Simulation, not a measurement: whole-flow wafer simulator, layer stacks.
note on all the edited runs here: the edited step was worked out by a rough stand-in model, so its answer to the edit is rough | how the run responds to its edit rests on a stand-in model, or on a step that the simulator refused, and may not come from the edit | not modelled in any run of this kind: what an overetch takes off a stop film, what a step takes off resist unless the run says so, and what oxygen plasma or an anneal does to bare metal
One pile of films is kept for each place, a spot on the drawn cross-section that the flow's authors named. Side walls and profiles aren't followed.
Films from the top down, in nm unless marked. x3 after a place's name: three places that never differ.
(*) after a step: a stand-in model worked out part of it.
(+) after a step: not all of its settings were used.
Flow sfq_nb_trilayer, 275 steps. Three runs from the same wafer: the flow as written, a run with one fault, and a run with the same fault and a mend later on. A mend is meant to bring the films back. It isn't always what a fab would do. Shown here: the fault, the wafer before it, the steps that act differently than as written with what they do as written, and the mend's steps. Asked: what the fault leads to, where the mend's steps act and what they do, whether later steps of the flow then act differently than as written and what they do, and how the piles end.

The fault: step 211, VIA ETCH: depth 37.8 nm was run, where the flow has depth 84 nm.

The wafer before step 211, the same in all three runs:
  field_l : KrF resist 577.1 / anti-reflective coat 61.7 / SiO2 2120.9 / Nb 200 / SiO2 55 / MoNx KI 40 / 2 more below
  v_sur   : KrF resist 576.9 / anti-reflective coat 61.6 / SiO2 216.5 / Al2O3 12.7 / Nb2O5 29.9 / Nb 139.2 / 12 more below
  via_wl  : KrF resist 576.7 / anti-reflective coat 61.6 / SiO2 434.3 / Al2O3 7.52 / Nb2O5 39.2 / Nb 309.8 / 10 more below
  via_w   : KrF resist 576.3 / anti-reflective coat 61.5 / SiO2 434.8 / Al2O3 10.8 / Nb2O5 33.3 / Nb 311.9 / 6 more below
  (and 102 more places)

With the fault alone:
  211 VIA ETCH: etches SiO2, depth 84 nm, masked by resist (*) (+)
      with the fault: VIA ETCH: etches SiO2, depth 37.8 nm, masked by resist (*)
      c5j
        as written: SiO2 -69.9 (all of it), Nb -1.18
        with the fault: SiO2 -37.8
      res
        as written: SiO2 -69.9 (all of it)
        with the fault: SiO2 -37.8
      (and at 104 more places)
  Later steps of the flow that act differently than as written (4 more steps differ only slightly, by at most 2% or 0.5 nm, whichever is larger, and aren't shown):
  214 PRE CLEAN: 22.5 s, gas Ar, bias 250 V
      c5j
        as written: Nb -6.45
        with the fault: SiO2 -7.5
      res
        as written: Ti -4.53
        with the fault: SiO2 -7.5
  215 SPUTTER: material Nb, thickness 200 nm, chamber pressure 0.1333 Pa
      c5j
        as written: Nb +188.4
        with the fault: Nb +196.6 (new film)
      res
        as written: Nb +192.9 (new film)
        with the fault: Nb +200 (new film)
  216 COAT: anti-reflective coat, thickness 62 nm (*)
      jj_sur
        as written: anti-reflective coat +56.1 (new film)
        with the fault: anti-reflective coat +57.3 (new film)
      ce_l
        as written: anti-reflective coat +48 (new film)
        with the fault: anti-reflective coat +56.2 (new film)
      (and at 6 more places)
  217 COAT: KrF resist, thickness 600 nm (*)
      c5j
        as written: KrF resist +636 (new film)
        with the fault: KrF resist +622.2 (new film)
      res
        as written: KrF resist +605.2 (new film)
        with the fault: KrF resist +589.8 (new film)
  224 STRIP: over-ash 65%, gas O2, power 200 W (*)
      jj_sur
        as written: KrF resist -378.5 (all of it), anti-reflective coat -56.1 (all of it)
        with the fault: KrF resist -379.9 (all of it), anti-reflective coat -57.3 (all of it)
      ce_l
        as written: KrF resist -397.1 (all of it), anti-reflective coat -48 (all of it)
        with the fault: KrF resist -392.1 (all of it), anti-reflective coat -56.2 (all of it)
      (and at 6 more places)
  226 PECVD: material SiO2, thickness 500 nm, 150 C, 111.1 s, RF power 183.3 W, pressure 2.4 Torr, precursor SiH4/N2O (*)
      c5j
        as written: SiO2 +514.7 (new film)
        with the fault: SiO2 +500 (new film)
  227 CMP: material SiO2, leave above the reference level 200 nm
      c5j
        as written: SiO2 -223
        with the fault: SiO2 -248.7
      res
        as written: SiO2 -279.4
        with the fault: SiO2 -315.6
  At the end the piles differ from the flow's by more than 2% or 0.5 nm, whichever is larger, at c5j, res.
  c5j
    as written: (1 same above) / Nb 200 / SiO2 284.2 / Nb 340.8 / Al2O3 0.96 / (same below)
    with the fault: (1 same above) / Nb 200 / SiO2 243.8 / Nb 196.6 / SiO2 24.6 / Nb 160 / Al2O3 0.96 / (same below)
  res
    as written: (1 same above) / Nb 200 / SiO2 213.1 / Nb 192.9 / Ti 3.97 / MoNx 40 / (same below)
    with the fault: (1 same above) / Nb 200 / SiO2 176.9 / Nb 200 / SiO2 24.6 / Ti 8.5 / MoNx 40 / (same below)

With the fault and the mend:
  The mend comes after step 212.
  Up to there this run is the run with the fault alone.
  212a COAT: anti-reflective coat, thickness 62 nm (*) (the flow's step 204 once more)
      ln_m5, lsp_m, p4_fl x3 and 61 more
        anti-reflective coat +62 (new film)
      ln_m6, lsp_r, l0_sur, l0v, wl_a_sl, wl_a_m6, wl_a_sr, wl_g_sr
        anti-reflective coat +61.9 (new film)
      field_l, v_sur
        anti-reflective coat +61.6 (new film)
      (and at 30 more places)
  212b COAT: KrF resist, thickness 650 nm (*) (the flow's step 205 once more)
      l0v, p4_fl x3, p4_w1 x9 and 35 more
        KrF resist +650 (new film)
      wl_b_m5, wl_b_sr, wl_c_sl and 12 more
        KrF resist +649.9 (new film)
      lsp_r, wl_j_sl, wl_j_sr
        KrF resist +650.2 (new film)
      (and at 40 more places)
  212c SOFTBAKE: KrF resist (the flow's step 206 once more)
      changes no film at any place that is followed
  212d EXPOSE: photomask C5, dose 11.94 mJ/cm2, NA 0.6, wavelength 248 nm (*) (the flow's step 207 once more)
      changes no film at any place that is followed
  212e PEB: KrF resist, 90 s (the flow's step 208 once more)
      field_l, sp_r, moat and 79 more
        KrF resist -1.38
      v_sur, via_wl, via_w, via_wr, via_sp, be_sur, jj_sur
        KrF resist -1.37
      via_v, wire, res
        KrF resist -1.36
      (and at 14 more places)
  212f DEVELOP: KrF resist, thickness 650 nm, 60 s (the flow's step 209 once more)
      field_l, v_sur, via_wl and 101 more
        KrF resist -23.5
      c5j
        KrF resist -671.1 (all of it)
      res
        KrF resist -638.3 (all of it)
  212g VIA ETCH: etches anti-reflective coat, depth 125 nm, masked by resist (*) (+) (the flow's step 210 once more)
      field_l, v_sur, via_wl and 101 more
        KrF resist -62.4
      c5j
        anti-reflective coat -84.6 (all of it), SiO2 -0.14
      res
        anti-reflective coat -74.9 (all of it), SiO2 -0.19
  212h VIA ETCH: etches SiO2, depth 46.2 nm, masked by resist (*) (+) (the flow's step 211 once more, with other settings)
      field_l, v_sur, via_wl and 101 more
        KrF resist -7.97
      c5j
        SiO2 -32 (all of it), Nb -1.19
      res
        SiO2 -31.9 (all of it)
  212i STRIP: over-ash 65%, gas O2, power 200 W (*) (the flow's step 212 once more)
      p4_fl x3, p4_w1 x9, p4_g1 x2 and 33 more
        KrF resist -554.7 (all of it), anti-reflective coat -62 (all of it)
      wl_b_sr, wl_c_sl, wl_c_m6 and 10 more
        KrF resist -554.6 (all of it), anti-reflective coat -62 (all of it)
      wl_b_sl, wl_b_m5, wl_g_sl, wl_g_m5
        KrF resist -554.5 (all of it), anti-reflective coat -62 (all of it)
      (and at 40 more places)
  No later step of the flow acts differently than as written, at any place that is followed, by more than 2% or 0.5 nm, whichever is larger.
  At the end the piles are the same as the flow's at every place that both follow.
